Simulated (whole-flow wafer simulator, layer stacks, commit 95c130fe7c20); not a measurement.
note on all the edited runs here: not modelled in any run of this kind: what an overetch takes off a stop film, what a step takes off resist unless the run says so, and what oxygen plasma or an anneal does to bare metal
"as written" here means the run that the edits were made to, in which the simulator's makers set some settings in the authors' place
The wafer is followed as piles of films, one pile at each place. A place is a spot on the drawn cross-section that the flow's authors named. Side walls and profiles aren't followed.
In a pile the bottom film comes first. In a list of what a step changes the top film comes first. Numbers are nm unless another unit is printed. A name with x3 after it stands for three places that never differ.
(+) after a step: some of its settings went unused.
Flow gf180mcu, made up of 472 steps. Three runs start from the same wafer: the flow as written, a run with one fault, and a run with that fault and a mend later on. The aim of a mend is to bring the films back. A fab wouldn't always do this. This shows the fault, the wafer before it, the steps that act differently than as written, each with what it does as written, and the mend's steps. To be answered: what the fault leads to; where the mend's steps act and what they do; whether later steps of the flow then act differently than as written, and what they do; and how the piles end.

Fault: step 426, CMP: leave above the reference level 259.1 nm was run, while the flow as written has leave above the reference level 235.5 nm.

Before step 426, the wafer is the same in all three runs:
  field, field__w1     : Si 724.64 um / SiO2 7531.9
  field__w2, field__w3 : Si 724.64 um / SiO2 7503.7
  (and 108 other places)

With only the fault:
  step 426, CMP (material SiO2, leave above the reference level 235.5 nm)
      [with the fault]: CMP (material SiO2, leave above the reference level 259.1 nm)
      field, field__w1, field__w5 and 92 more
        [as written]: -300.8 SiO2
        [with the fault]: -277.2 SiO2
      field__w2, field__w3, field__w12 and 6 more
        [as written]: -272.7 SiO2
        [with the fault]: -249.1 SiO2
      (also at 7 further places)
  Steps later in the flow that act otherwise than as written (3 other steps are not shown; they differ only slightly, by no more than 2% or 0.5 nm, whichever is larger):
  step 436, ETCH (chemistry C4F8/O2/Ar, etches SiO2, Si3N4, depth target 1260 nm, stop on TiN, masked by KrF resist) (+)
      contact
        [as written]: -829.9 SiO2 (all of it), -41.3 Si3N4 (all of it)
        [with the fault]: -853.5 SiO2 (all of it), -41.3 Si3N4 (all of it)
  At field__w8, contact, m1, m1__w1, m1_nw, the piles at the end differ from the flow's by more than 2% or 0.5 nm, whichever is larger.
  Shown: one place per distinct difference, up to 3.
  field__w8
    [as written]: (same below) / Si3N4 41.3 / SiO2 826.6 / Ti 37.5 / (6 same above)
    [with the fault]: (same below) / Si3N4 41.3 / SiO2 850.2 / Ti 37.5 / (6 same above)
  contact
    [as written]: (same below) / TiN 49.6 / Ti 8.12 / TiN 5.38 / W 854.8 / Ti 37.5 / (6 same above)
    [with the fault]: (same below) / TiN 49.6 / Ti 8.01 / TiN 5.31 / W 878.6 / Ti 37.5 / (6 same above)

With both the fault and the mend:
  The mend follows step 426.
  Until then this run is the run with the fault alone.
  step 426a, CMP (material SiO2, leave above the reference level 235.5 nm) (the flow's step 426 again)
      field, field__w1, field__w2 and 109 more
        -23.6 SiO2
  Later steps of the flow that are run all act as written at every place that is followed.
  By the end, the piles equal the flow's at every place that both follow.
